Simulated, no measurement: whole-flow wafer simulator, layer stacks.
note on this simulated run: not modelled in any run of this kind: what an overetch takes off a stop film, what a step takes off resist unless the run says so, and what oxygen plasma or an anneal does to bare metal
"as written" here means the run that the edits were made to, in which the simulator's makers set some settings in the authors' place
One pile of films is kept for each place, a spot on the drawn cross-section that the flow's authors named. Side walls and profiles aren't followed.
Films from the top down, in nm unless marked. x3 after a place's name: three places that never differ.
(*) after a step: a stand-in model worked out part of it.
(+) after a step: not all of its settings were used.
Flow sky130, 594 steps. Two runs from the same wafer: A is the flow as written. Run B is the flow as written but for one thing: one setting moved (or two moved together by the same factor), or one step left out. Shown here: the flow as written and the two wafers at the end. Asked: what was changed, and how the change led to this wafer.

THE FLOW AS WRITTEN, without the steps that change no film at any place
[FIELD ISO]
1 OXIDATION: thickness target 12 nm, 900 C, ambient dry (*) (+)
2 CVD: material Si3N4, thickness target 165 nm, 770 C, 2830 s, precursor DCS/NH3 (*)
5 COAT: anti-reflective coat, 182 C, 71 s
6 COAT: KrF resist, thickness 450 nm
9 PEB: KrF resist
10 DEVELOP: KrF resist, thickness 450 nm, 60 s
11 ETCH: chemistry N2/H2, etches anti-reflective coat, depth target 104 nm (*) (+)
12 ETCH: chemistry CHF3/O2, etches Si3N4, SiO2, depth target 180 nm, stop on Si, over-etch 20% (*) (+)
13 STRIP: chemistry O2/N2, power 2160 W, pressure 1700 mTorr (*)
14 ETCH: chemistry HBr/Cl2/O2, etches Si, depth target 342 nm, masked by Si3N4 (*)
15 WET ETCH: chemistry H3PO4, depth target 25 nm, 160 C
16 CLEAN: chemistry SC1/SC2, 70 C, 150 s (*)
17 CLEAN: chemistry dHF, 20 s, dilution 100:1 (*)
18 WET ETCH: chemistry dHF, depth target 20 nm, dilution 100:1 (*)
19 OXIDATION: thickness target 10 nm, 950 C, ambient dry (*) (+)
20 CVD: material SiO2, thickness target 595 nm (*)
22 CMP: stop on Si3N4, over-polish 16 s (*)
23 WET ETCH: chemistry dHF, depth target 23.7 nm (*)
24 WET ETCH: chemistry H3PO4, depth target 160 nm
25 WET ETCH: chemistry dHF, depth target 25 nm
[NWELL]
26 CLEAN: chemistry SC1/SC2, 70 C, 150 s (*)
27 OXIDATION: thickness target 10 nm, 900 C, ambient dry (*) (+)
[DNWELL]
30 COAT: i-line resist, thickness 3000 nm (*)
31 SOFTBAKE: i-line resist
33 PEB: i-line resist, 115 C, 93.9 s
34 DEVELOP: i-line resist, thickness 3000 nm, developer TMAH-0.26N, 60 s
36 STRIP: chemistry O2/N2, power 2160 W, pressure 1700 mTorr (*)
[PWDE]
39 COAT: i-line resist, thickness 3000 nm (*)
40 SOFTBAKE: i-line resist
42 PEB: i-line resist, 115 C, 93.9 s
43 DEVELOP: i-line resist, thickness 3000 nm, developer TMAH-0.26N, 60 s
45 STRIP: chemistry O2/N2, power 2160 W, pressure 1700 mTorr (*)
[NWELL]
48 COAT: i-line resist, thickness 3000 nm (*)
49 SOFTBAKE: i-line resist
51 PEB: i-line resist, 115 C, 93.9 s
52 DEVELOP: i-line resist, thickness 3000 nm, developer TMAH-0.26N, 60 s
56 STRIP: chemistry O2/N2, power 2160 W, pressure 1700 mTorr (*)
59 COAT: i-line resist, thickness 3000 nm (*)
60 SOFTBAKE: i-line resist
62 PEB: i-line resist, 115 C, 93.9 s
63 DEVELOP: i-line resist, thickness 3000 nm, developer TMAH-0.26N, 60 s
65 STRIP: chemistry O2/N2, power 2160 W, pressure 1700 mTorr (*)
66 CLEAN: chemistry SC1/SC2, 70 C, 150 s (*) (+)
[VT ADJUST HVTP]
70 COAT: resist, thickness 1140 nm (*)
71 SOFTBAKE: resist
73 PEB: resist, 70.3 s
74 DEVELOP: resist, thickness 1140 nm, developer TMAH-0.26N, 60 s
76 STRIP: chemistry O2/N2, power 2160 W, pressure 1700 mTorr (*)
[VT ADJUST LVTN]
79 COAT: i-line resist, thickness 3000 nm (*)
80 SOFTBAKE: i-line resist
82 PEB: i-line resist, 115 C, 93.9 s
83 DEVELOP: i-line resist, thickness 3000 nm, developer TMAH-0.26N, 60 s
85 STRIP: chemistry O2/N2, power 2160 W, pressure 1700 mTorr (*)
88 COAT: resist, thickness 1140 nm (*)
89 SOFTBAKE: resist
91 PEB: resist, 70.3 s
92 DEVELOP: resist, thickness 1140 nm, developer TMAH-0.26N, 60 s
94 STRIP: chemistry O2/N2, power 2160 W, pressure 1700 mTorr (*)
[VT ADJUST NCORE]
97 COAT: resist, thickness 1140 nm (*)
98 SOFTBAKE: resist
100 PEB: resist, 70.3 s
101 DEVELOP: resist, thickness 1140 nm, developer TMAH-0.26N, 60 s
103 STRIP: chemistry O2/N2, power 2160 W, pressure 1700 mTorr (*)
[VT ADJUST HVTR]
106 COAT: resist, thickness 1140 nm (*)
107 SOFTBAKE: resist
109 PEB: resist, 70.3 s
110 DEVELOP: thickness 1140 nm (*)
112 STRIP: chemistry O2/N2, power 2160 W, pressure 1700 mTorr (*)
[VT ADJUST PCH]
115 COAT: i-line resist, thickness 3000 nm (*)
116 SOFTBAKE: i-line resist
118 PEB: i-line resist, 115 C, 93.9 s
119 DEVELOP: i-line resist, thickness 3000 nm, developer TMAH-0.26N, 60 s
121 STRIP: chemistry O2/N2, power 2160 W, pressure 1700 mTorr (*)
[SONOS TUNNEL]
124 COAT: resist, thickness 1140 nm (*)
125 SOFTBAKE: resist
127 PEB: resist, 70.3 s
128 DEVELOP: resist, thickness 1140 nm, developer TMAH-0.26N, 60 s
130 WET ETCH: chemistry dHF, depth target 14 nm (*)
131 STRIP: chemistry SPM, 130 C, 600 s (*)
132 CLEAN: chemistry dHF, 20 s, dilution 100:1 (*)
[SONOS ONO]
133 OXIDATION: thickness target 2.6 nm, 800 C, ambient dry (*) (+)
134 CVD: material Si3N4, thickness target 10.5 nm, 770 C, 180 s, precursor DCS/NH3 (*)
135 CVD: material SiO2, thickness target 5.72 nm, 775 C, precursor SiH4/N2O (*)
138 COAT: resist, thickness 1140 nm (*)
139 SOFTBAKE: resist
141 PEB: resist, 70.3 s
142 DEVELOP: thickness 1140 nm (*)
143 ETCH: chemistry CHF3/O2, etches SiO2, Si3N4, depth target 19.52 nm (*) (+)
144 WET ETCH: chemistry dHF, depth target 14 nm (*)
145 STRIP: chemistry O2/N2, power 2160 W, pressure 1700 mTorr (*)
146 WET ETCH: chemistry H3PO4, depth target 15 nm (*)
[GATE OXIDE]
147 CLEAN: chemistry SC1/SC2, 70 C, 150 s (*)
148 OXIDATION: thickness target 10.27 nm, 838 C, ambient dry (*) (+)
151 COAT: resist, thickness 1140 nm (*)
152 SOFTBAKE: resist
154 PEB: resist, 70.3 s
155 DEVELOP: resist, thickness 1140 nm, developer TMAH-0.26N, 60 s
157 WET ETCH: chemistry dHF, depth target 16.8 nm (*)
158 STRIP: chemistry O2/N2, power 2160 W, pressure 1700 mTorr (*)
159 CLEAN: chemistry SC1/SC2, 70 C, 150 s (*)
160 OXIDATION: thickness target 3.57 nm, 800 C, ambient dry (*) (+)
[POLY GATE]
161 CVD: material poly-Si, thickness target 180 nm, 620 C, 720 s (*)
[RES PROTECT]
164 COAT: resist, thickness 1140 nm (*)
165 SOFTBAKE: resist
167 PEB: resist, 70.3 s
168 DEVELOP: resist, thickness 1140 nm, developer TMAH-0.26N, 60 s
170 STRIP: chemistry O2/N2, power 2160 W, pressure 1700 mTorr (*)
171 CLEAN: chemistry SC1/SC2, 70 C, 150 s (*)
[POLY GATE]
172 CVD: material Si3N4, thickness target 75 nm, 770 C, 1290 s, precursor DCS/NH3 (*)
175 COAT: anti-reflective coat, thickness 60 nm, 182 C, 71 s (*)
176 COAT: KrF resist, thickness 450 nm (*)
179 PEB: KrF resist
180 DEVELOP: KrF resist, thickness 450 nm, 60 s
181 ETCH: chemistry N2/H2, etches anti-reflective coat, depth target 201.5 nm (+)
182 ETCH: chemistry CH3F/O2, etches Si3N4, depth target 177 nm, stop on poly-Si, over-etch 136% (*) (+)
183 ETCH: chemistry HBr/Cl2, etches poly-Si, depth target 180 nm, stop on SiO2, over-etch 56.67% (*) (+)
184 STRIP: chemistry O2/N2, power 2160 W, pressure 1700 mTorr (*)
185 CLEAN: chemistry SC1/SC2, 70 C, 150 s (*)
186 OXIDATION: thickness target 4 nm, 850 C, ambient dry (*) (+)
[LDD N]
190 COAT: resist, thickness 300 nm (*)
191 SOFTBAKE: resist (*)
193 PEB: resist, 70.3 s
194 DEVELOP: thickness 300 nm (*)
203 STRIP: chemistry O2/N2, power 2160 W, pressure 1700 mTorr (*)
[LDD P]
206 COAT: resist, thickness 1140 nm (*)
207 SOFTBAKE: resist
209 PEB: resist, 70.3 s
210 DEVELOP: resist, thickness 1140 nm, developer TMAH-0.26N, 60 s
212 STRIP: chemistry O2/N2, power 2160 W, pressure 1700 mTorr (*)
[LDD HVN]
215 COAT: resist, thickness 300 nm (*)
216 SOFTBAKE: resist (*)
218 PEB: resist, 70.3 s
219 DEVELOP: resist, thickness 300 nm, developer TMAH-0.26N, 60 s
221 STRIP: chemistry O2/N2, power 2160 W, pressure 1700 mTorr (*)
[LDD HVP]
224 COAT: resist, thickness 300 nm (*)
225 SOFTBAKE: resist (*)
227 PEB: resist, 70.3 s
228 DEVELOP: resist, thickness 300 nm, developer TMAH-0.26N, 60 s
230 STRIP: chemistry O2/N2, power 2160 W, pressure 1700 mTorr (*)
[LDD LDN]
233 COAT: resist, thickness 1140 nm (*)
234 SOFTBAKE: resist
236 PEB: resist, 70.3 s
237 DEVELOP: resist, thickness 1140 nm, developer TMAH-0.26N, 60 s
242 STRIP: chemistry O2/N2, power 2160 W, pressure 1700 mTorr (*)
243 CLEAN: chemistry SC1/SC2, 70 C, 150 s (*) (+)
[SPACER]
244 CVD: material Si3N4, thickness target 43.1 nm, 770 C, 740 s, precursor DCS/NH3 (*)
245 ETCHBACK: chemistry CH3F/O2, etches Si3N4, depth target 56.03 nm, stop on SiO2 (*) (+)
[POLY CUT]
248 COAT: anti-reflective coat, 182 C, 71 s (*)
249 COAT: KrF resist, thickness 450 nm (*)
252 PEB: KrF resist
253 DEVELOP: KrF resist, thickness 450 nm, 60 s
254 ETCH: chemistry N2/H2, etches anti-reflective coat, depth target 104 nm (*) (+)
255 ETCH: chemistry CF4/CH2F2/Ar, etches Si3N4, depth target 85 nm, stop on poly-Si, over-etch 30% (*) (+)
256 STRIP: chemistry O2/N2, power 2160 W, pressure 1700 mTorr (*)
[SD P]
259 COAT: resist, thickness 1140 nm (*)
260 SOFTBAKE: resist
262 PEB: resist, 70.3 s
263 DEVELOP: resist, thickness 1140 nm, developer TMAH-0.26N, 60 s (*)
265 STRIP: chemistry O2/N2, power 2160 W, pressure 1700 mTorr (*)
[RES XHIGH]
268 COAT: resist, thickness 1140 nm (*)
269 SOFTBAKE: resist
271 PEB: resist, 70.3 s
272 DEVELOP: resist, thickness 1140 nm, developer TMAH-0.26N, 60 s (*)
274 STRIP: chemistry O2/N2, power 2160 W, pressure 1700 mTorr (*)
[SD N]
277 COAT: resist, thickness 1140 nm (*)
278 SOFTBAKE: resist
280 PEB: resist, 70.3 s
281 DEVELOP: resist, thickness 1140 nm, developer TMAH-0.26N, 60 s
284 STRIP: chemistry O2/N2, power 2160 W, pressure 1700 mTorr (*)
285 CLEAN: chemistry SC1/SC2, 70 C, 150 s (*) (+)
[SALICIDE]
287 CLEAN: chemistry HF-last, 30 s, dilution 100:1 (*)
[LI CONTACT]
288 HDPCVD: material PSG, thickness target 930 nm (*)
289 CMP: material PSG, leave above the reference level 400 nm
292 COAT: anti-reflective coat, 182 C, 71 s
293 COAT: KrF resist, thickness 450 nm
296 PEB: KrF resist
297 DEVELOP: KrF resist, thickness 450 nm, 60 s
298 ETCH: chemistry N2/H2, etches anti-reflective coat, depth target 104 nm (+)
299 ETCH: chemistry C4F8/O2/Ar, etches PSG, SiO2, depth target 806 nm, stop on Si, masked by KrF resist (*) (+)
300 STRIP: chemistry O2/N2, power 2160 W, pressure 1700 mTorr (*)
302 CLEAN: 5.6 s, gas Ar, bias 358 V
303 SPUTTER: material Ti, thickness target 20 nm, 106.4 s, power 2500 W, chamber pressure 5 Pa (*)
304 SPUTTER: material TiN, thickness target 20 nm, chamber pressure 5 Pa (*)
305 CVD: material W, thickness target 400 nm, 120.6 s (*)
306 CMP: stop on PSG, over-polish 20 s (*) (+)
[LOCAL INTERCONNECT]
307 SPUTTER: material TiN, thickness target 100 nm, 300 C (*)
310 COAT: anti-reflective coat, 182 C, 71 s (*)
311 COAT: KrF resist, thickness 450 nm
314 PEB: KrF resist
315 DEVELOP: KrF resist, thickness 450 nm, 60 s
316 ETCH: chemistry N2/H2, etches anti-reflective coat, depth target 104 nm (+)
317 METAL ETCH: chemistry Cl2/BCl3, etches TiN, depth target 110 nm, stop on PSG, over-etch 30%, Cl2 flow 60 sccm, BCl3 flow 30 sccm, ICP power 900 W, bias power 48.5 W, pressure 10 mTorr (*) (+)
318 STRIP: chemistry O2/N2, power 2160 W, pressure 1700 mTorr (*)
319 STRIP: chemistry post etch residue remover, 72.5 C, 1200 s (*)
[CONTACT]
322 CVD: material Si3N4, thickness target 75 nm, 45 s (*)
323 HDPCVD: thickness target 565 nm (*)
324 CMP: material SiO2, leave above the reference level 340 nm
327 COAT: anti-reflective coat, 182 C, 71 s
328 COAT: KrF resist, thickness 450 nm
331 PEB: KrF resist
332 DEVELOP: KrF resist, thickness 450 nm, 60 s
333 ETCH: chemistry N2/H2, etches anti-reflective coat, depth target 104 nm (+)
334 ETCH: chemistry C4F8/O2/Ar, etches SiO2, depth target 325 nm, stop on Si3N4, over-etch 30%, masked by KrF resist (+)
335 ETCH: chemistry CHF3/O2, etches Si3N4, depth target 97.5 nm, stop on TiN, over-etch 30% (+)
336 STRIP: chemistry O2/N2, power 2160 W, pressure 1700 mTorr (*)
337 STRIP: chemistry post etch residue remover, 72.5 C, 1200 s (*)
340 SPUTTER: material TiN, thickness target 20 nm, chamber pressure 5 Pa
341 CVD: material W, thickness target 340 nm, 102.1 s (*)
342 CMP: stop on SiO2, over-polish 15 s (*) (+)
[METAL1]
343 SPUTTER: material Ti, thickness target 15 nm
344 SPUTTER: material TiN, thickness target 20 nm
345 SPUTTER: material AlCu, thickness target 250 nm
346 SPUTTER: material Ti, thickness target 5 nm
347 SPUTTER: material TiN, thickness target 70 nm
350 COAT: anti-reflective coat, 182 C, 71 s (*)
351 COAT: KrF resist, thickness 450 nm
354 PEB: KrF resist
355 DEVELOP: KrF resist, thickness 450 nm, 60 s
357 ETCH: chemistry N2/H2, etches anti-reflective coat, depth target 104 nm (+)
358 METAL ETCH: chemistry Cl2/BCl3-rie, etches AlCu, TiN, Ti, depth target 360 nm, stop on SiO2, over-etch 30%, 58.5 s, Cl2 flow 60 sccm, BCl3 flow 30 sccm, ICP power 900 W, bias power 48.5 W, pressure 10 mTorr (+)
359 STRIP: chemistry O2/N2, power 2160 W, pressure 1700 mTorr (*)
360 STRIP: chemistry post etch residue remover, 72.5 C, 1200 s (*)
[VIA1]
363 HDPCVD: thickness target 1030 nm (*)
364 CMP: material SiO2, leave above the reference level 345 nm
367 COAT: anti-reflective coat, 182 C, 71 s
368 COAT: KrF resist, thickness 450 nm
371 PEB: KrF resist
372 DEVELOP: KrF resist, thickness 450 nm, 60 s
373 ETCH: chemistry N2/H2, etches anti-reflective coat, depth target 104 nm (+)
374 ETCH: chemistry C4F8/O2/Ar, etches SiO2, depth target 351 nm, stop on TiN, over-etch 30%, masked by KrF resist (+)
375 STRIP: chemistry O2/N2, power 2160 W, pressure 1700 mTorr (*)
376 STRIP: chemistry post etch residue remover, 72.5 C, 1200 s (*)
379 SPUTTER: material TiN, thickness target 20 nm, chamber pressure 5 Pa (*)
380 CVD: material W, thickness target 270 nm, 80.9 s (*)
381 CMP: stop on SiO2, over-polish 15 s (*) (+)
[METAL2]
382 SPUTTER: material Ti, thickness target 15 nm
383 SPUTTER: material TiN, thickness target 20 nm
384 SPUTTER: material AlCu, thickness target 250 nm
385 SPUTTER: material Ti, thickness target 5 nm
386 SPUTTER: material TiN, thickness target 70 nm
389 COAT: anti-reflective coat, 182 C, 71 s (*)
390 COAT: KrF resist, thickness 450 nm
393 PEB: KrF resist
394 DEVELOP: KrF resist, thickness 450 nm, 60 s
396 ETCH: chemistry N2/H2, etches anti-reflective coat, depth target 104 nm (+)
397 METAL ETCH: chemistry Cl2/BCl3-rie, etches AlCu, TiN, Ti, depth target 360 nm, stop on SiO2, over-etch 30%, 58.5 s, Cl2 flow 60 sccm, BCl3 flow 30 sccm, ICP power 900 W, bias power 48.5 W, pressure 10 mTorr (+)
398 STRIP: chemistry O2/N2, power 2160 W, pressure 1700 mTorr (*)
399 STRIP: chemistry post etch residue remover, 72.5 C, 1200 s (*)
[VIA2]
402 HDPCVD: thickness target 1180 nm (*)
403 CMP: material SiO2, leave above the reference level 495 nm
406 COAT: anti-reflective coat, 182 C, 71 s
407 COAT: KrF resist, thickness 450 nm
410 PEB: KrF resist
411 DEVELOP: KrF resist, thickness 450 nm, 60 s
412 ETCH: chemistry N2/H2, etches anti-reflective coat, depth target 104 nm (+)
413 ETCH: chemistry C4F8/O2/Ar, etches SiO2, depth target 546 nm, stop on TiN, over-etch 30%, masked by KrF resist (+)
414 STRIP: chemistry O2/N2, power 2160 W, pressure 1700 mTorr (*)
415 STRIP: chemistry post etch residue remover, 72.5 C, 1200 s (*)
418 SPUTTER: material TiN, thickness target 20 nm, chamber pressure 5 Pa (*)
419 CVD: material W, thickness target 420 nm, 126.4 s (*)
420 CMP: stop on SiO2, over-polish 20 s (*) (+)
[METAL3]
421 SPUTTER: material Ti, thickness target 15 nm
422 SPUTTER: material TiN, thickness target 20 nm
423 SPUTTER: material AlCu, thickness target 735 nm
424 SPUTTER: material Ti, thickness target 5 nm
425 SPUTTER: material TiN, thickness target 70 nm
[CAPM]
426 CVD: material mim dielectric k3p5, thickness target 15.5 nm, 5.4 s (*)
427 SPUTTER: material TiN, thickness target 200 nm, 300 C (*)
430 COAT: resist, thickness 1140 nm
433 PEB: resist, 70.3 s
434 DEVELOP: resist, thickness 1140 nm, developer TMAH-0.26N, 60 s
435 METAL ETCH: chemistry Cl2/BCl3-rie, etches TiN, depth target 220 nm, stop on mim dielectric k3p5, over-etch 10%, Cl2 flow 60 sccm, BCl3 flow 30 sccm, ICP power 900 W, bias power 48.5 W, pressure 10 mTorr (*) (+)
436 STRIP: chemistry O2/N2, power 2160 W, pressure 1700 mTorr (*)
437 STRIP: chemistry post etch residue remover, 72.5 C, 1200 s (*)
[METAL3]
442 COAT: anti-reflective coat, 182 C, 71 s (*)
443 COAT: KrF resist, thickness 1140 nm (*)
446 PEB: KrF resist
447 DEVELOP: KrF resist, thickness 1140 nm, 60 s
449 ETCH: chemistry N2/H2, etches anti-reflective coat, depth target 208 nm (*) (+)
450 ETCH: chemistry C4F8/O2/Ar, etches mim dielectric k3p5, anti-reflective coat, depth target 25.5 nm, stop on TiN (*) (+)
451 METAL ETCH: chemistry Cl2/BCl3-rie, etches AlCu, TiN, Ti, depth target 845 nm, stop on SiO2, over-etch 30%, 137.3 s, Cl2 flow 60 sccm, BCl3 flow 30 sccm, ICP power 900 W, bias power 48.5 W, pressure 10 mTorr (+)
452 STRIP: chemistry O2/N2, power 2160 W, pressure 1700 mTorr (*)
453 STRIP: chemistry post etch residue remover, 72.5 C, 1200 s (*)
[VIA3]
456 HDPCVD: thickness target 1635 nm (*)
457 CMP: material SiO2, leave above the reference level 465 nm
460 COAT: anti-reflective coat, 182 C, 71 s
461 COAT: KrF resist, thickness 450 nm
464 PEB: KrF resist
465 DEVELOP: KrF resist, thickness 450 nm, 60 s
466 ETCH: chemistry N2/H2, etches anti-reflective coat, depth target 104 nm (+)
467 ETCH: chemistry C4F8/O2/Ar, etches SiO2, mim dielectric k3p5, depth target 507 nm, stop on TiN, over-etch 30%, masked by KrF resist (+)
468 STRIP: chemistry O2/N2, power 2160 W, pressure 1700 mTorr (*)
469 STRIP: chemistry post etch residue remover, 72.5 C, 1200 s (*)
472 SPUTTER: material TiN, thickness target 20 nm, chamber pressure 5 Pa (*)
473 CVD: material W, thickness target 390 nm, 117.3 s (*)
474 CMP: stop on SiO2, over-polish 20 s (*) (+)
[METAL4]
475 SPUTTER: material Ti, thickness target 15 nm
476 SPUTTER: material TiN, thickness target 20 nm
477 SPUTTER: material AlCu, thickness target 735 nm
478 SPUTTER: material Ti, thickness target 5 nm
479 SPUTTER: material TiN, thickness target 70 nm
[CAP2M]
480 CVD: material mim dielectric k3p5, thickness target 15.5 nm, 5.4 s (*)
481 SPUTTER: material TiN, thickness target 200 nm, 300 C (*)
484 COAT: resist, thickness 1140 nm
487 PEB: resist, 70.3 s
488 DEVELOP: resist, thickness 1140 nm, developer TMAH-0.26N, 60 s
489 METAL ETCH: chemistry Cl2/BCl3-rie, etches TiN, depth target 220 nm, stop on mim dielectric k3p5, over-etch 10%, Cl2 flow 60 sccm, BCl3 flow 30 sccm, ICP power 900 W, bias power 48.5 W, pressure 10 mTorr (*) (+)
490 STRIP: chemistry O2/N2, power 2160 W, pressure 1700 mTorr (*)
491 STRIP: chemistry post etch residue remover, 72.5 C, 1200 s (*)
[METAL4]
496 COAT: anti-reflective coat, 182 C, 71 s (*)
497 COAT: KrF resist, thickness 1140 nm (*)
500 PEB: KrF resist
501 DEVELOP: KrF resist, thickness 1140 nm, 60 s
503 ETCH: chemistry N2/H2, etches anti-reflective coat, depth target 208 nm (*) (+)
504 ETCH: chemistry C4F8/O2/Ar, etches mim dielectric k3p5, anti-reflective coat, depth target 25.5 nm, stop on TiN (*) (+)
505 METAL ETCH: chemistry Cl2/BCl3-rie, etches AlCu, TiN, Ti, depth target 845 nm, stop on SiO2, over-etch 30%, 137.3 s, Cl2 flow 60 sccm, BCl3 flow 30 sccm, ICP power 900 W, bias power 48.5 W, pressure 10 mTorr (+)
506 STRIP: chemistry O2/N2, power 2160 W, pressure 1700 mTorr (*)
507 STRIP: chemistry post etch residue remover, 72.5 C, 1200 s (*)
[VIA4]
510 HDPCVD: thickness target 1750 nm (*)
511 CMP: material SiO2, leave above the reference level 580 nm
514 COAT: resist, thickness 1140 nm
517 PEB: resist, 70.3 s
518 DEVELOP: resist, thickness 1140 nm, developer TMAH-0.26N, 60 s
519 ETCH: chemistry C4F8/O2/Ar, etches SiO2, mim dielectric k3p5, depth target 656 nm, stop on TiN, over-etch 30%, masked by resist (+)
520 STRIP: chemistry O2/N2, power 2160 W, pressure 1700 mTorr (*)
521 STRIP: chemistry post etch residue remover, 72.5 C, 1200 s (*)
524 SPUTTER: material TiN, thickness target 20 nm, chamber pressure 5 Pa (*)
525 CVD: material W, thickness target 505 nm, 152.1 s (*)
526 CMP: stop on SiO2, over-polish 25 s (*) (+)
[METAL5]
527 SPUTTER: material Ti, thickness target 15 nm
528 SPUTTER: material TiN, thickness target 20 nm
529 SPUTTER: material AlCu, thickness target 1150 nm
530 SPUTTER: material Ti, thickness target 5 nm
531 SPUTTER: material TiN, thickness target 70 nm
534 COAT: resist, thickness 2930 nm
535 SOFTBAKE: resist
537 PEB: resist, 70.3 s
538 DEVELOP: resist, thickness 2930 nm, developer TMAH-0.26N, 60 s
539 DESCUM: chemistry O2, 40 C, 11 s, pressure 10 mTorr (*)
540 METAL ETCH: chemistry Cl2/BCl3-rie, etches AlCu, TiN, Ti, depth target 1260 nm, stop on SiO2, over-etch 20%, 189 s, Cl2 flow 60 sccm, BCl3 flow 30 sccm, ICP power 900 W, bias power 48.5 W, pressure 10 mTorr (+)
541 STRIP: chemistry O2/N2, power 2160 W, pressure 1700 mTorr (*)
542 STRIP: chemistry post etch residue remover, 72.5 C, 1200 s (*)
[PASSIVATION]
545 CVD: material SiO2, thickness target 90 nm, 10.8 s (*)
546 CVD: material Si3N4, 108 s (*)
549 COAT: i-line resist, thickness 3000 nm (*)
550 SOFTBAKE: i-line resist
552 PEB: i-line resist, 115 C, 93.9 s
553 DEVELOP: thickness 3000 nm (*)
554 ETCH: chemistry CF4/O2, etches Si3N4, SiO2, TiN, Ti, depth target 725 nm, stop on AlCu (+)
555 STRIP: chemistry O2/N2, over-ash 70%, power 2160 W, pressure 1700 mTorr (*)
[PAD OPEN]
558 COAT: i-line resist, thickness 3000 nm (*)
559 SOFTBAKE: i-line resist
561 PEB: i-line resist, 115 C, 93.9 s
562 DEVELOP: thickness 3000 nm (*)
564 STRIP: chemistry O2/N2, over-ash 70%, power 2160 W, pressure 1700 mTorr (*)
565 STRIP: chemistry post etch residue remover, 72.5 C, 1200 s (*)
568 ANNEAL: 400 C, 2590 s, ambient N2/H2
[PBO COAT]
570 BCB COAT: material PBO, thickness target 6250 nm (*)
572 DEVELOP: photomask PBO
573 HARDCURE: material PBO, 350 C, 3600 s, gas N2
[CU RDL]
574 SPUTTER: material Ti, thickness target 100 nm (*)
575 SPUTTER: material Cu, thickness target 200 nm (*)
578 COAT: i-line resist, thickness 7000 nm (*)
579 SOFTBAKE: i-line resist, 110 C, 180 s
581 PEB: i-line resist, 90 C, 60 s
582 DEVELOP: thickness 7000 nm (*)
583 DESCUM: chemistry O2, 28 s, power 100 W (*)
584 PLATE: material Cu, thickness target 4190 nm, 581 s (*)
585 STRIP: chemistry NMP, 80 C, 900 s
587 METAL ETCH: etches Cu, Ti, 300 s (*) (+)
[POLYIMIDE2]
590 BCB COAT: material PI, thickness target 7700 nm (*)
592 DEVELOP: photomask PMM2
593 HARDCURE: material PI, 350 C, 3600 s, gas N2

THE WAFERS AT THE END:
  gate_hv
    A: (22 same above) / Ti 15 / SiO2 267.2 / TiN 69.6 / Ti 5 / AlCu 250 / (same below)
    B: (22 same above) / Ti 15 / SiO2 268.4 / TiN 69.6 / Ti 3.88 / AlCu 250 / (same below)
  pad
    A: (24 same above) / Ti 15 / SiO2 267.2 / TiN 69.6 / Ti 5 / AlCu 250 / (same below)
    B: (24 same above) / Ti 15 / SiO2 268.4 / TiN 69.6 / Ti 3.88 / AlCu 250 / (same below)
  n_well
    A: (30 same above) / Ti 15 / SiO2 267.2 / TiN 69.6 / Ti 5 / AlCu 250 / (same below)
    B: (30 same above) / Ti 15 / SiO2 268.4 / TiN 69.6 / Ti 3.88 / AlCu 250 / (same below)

The cause: step 346, SPUTTER: thickness target 3.88 nm was run, where the flow has thickness target 5 nm.
It can be read off the wafer: gate_hv has Ti 3.88, and step 346 as written asks for 5 nm.

How the change led to this, step by step:
  346 SPUTTER: material Ti, thickness target 5 nm
      field, active, n_well and 188 more: A Ti +5 (new film) | B Ti +3.88 (new film)
  358 METAL ETCH: chemistry Cl2/BCl3-rie, etches AlCu, TiN, Ti, depth target 360 nm, stop on SiO2, over-etch 30%, 58.5 s, Cl2 flow 60 sccm, BCl3 flow 30 sccm, ICP power 900 W, bias power 48.5 W, pressure 10 mTorr (+)
      field, active, gate and 81 more: A TiN -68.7 (all of it), Ti -5 (all of it), AlCu -250 (all of it), TiN -20 (all of it), Ti -15 (all of it), SiO2 -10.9 | B TiN -68.7 (all of it), Ti -3.88 (all of it), AlCu -250 (all of it), TiN -20 (all of it), Ti -15 (all of it), SiO2 -11
